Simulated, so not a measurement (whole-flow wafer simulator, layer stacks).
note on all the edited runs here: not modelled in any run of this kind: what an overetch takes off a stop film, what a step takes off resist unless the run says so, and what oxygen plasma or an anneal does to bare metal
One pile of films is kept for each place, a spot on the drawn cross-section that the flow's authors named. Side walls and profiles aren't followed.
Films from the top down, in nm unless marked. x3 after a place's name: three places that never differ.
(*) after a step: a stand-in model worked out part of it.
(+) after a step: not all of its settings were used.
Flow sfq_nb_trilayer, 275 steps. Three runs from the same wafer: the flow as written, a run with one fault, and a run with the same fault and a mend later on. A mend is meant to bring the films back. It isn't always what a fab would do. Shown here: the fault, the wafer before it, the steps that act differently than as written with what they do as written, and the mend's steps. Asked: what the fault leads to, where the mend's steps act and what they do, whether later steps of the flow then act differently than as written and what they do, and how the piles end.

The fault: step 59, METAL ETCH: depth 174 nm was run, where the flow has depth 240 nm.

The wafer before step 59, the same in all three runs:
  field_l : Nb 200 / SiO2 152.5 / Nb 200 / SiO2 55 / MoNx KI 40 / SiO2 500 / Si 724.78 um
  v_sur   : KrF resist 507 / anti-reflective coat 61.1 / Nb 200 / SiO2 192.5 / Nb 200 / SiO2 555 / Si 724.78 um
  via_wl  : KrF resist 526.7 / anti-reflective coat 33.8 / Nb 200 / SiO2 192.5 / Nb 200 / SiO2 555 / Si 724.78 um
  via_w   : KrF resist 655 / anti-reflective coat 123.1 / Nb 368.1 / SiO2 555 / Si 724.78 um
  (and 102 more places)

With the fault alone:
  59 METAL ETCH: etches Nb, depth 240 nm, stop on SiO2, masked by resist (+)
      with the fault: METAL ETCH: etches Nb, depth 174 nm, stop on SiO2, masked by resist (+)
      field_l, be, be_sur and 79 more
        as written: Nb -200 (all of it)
        with the fault: Nb -174
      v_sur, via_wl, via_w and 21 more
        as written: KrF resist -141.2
        with the fault: KrF resist -102.4
  Later steps of the flow that act differently than as written:
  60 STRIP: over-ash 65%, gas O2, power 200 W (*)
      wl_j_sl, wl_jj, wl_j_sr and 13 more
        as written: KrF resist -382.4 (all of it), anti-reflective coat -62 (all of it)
        with the fault: KrF resist -421.2 (all of it), anti-reflective coat -62 (all of it)
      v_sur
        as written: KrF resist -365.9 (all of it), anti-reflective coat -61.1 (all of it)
        with the fault: KrF resist -404.7 (all of it), anti-reflective coat -61.1 (all of it)
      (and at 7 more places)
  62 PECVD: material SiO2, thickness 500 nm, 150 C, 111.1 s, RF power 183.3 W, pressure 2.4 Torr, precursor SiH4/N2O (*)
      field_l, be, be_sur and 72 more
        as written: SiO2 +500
        with the fault: SiO2 +500 (new film)
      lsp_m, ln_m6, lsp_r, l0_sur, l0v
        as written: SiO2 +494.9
        with the fault: SiO2 +500 (new film)
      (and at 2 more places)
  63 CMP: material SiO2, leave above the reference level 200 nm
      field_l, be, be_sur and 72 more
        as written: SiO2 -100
        with the fault: SiO2 -126
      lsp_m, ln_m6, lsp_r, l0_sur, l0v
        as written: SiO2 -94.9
        with the fault: SiO2 -126
  At the end the piles differ from the flow's by more than 2% or 0.5 nm, whichever is larger, at field_l, be, be_sur and 79 more.
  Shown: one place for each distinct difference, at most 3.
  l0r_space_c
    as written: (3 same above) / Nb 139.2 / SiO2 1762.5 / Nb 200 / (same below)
    with the fault: (3 same above) / Nb 139.2 / SiO2 1544 / Nb 26 / SiO2 192.5 / Nb 200 / (same below)
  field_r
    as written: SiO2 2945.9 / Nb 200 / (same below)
    with the fault: SiO2 2727.4 / Nb 26 / SiO2 192.5 / Nb 200 / (same below)
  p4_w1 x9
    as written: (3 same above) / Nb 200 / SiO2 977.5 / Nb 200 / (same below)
    with the fault: (3 same above) / Nb 200 / SiO2 759 / Nb 26 / SiO2 192.5 / Nb 200 / (same below)

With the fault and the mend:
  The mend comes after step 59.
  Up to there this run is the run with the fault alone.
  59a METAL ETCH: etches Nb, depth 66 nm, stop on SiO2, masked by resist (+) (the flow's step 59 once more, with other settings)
      field_l, be, be_sur and 79 more
        Nb -26 (all of it)
      v_sur, via_wl, via_w and 21 more
        KrF resist -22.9
  Later steps of the flow that act differently than as written:
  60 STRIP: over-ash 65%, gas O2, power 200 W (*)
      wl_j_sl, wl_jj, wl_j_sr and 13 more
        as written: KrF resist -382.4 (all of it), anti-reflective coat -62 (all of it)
        with the mend: KrF resist -398.3 (all of it), anti-reflective coat -62 (all of it)
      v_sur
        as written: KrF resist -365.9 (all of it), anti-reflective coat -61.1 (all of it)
        with the mend: KrF resist -381.7 (all of it), anti-reflective coat -61.1 (all of it)
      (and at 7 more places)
  At the end the piles are the same as the flow's at every place that both follow.
